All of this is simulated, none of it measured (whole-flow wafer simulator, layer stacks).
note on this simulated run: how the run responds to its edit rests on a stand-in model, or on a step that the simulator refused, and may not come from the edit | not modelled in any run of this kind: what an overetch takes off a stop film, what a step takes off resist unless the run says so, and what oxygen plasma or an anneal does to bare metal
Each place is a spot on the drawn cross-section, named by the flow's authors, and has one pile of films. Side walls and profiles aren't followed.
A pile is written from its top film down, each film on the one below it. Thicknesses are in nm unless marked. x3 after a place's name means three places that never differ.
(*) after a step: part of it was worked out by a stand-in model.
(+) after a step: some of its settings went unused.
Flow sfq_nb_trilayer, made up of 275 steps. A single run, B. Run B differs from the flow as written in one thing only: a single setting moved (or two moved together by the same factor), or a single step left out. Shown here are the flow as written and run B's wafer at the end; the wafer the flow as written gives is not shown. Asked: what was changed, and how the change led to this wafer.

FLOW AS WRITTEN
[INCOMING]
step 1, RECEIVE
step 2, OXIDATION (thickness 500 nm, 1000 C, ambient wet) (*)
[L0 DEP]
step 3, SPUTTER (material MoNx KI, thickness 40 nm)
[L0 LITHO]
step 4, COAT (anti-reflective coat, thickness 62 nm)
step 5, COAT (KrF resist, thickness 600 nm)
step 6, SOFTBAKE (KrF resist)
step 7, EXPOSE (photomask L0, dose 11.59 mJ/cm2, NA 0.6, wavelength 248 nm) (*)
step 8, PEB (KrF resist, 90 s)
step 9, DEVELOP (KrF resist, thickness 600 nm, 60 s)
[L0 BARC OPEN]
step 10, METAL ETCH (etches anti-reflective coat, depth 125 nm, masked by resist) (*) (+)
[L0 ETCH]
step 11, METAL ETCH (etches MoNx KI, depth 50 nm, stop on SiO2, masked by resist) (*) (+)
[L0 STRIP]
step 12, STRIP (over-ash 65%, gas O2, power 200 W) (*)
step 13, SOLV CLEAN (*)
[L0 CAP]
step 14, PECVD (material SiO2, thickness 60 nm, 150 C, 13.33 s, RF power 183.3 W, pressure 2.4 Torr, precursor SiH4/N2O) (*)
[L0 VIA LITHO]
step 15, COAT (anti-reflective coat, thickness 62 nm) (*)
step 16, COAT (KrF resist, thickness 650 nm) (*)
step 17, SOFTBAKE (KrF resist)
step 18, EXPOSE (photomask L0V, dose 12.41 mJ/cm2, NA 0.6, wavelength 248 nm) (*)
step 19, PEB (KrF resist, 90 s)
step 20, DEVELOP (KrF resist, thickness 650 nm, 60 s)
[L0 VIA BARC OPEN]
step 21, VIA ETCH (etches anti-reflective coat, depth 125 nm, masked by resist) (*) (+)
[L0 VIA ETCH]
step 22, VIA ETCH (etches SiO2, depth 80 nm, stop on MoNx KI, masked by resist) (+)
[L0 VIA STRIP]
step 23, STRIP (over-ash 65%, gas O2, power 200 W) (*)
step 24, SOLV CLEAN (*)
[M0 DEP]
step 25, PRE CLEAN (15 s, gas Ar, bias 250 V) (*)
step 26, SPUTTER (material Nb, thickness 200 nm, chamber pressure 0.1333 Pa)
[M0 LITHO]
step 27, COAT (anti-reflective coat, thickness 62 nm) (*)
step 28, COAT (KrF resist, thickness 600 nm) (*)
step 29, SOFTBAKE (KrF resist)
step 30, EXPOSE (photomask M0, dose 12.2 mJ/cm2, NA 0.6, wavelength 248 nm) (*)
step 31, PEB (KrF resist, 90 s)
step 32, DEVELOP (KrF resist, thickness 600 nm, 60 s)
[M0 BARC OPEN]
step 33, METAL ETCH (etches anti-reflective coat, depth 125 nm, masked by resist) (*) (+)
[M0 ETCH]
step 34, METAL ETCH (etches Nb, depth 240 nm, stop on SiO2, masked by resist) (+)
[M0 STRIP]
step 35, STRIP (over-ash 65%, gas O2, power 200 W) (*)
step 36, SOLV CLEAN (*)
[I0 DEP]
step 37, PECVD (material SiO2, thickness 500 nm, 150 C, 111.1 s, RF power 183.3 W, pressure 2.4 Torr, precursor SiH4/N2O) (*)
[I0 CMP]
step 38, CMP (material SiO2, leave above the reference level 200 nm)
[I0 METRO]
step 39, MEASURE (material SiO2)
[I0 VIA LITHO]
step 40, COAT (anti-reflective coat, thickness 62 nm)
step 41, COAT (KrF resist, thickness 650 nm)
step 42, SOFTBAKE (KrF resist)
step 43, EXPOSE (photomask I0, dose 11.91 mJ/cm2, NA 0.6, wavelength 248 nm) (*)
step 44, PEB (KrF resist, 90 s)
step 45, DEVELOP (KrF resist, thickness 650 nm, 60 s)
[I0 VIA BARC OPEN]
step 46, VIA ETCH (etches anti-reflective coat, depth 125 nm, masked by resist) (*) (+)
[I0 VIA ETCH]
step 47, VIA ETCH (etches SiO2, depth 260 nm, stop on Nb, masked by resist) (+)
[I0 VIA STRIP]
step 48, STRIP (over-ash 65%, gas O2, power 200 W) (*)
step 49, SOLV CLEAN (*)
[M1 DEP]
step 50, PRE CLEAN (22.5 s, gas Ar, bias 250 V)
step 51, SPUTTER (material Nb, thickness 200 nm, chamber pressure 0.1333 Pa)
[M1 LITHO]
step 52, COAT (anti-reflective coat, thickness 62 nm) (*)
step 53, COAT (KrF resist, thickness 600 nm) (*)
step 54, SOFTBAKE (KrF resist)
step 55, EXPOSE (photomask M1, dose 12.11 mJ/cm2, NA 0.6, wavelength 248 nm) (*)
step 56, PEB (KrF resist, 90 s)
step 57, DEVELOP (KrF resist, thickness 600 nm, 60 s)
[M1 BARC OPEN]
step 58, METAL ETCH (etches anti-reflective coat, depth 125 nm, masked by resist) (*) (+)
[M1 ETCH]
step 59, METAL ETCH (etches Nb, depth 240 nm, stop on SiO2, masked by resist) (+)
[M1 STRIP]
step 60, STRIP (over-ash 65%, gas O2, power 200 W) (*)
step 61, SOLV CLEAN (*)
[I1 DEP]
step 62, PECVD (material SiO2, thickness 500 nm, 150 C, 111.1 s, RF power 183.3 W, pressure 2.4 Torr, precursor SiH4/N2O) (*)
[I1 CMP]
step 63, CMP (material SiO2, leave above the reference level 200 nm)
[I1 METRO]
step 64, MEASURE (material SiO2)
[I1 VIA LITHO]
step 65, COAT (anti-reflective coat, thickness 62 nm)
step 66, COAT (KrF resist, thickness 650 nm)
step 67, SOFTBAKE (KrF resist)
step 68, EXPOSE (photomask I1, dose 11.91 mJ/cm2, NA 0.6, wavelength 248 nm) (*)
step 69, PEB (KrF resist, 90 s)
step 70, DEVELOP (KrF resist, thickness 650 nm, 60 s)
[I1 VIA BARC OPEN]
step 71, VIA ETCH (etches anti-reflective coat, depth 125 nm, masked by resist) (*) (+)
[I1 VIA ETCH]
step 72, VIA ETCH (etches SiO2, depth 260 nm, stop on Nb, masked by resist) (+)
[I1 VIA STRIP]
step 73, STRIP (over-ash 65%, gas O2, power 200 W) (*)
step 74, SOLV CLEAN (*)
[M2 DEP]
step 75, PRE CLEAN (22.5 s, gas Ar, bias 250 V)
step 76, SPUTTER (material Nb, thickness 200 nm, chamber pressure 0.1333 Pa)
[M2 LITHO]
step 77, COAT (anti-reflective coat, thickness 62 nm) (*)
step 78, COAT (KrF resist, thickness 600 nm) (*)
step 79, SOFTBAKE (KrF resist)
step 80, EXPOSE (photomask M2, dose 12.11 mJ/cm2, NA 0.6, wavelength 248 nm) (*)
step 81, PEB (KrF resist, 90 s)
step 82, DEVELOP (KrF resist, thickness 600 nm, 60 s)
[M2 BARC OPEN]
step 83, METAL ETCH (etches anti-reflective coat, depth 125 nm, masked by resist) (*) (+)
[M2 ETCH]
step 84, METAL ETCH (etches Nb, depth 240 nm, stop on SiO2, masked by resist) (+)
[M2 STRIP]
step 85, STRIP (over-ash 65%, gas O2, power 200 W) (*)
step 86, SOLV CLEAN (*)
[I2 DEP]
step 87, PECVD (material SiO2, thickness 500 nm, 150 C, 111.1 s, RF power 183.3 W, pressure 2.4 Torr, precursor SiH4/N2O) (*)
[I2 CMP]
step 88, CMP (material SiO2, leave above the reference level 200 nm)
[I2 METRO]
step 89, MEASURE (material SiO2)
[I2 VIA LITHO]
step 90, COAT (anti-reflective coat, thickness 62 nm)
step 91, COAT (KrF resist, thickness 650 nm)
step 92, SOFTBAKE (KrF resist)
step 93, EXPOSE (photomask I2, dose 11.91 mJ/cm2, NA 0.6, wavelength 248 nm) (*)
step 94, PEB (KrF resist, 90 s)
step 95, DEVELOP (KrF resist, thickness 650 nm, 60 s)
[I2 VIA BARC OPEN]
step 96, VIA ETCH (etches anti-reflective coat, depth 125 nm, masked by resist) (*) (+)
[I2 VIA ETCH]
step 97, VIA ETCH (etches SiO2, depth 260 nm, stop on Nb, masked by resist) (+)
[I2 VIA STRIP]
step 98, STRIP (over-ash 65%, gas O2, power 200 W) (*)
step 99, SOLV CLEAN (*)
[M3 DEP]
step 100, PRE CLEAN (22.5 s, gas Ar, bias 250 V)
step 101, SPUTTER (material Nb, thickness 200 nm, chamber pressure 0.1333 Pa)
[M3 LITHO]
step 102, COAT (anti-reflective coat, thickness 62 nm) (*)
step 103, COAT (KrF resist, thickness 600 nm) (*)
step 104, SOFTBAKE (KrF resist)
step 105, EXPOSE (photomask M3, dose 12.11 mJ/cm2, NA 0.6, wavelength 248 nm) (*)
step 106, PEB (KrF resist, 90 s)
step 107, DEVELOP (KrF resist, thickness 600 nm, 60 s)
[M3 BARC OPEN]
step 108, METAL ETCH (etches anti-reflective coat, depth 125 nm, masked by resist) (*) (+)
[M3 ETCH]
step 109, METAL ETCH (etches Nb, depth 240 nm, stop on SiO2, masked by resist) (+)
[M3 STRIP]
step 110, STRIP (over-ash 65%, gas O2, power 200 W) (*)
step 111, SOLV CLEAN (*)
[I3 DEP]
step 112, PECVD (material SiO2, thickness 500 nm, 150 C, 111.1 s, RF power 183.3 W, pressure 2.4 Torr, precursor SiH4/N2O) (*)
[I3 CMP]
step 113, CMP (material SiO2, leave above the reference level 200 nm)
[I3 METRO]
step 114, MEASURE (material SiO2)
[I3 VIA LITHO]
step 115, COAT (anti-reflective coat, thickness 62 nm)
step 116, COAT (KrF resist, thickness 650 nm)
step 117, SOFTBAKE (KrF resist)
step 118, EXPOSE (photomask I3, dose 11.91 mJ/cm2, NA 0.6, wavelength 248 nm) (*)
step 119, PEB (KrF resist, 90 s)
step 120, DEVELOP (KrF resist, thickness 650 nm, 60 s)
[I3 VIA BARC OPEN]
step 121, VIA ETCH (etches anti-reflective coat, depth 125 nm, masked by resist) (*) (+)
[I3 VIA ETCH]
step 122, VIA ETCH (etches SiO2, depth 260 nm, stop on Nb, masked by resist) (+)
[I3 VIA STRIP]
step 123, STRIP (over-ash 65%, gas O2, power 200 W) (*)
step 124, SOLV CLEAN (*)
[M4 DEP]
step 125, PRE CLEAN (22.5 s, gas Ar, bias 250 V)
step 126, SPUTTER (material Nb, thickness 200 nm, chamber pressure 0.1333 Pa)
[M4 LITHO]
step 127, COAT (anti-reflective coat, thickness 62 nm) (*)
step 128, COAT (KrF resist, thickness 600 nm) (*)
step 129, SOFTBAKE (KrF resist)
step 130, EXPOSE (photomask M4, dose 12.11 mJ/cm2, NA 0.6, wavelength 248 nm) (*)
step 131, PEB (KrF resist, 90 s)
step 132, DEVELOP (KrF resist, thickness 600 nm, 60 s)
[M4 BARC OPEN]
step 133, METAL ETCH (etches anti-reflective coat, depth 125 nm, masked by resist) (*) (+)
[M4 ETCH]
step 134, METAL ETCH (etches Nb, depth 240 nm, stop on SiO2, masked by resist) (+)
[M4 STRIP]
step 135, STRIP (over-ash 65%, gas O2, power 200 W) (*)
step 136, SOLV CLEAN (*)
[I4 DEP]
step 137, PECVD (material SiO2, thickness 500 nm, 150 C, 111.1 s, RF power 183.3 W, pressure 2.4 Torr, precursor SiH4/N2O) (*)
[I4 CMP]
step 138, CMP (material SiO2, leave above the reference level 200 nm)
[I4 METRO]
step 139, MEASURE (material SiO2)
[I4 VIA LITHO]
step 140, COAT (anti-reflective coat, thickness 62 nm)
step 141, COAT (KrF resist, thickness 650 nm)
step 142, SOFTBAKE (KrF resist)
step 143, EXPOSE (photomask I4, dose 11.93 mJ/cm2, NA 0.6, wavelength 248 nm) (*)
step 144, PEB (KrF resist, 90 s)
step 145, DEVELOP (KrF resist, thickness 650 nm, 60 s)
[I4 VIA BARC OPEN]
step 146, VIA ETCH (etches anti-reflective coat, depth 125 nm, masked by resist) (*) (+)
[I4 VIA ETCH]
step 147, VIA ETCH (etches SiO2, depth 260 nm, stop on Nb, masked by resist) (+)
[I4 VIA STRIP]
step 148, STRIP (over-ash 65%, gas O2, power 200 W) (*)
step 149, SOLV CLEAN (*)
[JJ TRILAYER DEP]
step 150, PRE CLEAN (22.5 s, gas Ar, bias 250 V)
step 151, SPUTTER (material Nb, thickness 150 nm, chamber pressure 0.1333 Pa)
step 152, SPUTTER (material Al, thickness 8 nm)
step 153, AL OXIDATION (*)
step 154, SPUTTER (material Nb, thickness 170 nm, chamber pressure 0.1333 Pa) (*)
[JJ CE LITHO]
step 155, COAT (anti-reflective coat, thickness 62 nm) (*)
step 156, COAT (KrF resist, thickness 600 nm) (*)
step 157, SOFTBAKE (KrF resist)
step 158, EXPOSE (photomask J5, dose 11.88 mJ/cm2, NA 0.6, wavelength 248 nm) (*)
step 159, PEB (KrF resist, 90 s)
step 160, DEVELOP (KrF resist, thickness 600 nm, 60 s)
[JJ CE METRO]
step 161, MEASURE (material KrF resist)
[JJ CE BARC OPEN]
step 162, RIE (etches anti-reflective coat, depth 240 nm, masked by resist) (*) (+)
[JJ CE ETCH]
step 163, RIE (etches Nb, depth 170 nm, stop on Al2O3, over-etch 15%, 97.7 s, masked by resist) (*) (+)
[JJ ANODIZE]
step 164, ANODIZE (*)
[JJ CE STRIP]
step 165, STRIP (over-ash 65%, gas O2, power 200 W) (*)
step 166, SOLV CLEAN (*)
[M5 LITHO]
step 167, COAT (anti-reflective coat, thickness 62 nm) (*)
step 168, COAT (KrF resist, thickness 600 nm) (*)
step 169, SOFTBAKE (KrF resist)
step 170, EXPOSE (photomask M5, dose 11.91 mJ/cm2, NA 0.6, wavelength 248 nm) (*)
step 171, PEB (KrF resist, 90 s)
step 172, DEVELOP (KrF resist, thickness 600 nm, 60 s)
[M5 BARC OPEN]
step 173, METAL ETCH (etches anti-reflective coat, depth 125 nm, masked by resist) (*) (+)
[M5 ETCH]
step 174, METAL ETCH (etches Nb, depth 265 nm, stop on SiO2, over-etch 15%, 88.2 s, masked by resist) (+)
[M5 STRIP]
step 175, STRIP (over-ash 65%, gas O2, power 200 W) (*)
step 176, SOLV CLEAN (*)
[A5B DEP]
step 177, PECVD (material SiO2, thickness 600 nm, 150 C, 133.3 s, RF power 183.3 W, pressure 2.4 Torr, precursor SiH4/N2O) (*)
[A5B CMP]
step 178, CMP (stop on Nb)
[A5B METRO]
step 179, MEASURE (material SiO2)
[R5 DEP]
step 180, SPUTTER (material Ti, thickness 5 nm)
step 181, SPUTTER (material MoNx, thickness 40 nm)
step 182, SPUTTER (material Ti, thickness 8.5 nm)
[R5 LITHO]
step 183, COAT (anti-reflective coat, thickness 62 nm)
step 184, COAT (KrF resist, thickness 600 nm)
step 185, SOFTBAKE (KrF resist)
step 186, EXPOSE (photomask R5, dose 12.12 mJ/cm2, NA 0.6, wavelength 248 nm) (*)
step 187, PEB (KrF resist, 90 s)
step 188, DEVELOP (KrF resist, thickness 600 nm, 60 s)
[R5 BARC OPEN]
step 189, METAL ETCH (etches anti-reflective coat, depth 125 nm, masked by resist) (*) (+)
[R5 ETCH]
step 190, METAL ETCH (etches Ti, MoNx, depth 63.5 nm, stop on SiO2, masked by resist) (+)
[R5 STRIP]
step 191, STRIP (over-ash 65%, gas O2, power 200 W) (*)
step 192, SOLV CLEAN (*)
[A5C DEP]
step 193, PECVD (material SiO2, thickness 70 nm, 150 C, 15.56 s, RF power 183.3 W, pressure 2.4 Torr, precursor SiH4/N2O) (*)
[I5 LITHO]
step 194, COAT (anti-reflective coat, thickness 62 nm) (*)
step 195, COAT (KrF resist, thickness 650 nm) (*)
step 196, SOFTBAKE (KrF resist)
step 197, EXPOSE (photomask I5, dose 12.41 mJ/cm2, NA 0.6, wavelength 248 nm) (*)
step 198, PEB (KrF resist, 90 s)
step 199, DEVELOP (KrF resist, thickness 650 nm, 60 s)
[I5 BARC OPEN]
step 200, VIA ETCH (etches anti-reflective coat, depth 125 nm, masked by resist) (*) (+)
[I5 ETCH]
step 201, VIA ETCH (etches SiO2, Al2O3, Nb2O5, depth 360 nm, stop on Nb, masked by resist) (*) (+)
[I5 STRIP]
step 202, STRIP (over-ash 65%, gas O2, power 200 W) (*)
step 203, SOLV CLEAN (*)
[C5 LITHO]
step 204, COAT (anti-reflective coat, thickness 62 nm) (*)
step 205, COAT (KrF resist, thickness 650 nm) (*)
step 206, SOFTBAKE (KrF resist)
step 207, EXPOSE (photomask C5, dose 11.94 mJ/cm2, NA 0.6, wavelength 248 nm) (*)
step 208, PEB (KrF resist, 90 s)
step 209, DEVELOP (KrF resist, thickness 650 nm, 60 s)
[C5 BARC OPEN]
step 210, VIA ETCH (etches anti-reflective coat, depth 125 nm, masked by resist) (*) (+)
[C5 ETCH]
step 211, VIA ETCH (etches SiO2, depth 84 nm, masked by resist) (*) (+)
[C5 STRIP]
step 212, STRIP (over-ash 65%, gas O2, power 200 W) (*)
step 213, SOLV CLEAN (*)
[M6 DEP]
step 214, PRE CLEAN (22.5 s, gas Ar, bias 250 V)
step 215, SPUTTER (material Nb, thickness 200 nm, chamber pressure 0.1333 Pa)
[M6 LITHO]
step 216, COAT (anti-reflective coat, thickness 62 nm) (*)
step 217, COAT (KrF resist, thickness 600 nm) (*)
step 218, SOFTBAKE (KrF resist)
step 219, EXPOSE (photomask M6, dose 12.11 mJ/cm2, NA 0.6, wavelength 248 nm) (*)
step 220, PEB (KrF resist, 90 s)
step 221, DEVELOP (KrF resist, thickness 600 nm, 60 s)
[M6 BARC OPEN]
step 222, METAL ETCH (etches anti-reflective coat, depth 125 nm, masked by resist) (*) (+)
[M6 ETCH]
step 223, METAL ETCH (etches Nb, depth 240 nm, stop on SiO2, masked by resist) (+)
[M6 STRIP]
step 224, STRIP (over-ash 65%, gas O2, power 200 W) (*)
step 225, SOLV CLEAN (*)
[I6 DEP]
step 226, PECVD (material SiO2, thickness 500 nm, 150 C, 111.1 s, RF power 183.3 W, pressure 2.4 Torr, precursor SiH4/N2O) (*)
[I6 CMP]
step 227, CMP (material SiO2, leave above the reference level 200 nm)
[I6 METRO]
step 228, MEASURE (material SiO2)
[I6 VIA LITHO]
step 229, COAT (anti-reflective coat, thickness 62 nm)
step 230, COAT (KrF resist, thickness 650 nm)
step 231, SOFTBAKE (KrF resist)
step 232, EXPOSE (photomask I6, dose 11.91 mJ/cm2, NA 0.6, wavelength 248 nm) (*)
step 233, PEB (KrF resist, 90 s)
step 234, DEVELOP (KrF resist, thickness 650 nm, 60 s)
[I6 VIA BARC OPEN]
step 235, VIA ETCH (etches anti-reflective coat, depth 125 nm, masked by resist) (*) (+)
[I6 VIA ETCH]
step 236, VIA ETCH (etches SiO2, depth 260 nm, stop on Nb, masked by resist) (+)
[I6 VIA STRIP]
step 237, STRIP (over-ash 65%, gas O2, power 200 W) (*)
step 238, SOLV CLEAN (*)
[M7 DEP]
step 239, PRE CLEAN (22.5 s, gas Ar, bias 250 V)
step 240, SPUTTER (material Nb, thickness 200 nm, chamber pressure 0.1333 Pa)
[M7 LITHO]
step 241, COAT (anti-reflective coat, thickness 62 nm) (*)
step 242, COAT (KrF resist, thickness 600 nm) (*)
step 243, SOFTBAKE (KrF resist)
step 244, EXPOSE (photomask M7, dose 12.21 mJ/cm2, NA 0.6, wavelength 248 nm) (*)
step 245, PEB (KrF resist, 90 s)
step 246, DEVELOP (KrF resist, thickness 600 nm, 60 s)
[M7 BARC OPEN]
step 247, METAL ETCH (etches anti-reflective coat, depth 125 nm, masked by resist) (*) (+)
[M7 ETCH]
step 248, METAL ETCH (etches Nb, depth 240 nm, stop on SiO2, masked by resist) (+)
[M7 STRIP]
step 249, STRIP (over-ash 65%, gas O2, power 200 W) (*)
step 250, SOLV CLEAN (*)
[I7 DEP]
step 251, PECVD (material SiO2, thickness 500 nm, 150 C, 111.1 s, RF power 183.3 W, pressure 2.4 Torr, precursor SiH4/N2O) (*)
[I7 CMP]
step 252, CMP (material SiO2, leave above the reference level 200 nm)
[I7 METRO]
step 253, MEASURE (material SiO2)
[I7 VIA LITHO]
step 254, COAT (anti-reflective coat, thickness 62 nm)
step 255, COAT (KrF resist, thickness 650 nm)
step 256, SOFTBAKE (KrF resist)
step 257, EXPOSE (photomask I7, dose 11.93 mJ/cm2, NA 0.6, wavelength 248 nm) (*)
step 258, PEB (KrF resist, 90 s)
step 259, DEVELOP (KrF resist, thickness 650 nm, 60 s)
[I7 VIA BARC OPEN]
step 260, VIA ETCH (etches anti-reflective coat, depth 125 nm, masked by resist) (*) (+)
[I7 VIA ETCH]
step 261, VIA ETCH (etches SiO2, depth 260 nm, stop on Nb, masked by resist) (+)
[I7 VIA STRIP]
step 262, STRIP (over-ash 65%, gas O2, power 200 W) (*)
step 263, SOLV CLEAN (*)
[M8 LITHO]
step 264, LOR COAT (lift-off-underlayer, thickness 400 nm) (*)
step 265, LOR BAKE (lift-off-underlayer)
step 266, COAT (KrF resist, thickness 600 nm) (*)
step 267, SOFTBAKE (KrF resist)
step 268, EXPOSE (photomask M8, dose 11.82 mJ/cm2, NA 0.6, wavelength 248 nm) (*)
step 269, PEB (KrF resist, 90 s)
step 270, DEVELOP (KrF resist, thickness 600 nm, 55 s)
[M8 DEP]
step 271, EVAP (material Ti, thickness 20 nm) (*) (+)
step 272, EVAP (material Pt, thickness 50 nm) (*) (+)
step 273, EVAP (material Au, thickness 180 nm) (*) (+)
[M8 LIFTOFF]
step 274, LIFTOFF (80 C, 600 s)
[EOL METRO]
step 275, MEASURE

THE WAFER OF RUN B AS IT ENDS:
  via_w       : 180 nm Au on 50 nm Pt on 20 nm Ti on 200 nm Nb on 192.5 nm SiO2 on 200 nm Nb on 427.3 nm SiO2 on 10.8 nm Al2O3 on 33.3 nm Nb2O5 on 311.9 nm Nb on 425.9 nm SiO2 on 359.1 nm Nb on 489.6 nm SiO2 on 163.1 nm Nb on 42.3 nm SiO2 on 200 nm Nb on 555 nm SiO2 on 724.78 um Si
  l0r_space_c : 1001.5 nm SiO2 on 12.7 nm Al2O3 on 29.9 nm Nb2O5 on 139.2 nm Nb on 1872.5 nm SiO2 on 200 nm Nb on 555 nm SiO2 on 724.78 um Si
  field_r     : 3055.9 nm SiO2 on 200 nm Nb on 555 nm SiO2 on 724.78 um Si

Cause: step 38, CMP: leave above the reference level 310 nm was run, while the flow as written has leave above the reference level 200 nm.

How this came from the change, step by step:
  step 38, CMP (material SiO2, leave above the reference level 200 nm)
      v_sur, via_wl, via_w and 94 more: -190 SiO2 (in the flow as written it would be: -300 SiO2)
      field_l, l0_sur, l0r_line_l, l0r_line_c, l0r_line_r: -230 SiO2 (in the flow as written it would be: -340 SiO2)
      (as well as at 4 more places)
  step 47, VIA ETCH (etches SiO2, depth 260 nm, stop on Nb, masked by resist) (+)
      via_w: -260 SiO2 (in the flow as written it would be: -199.8 SiO2 (all of it))
  step 50, PRE CLEAN (22.5 s, gas Ar, bias 250 V)
      via_w: -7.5 SiO2 (in the flow as written it would be: -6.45 Nb)
  step 51, SPUTTER (material Nb, thickness 200 nm, chamber pressure 0.1333 Pa)
      via_w: +163.1 Nb (new film) (in the flow as written it would be: +174.5 Nb)
  step 52, COAT (anti-reflective coat, thickness 62 nm) (*)
      via_w: +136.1 anti-reflective coat (new film) (in the flow as written it would be: +123.1 anti-reflective coat (new film))
      via_wr: +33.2 anti-reflective coat (new film) (in the flow as written it would be: +34.9 anti-reflective coat (new film))
  step 53, COAT (KrF resist, thickness 600 nm) (*)
      via_w: +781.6 KrF resist (new film) (in the flow as written it would be: +731.8 KrF resist (new film))
  step 60, STRIP (over-ash 65%, gas O2, power 200 W) (*)
      via_w: -563.6 KrF resist (all of it), -136.1 anti-reflective coat (all of it) (in the flow as written it would be: -513.8 KrF resist (all of it), -123.1 anti-reflective coat (all of it))
      via_wr: -378.6 KrF resist (all of it), -33.2 anti-reflective coat (all of it) (in the flow as written it would be: -384.4 KrF resist (all of it), -34.9 anti-reflective coat (all of it))
  step 62, PECVD (material SiO2, thickness 500 nm, 150 C, 111.1 s, RF power 183.3 W, pressure 2.4 Torr, precursor SiH4/N2O) (*)
      via_w: +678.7 SiO2 (new film) (in the flow as written it would be: +606 SiO2 (new film))
If metal films that touch count as one body, via_w has 6 bodies (between them, from the top down: SiO2 192.5; SiO2 427.3 / Al2O3 10.8 / Nb2O5 33.3; SiO2 425.9; SiO2 489.6; SiO2 42.3); the flow as written gives 5 bodies (between them, from the top down: SiO2 192.5; SiO2 427.3 / Al2O3 10.8 / Nb2O5 33.3; SiO2 425.9; SiO2 416.9).
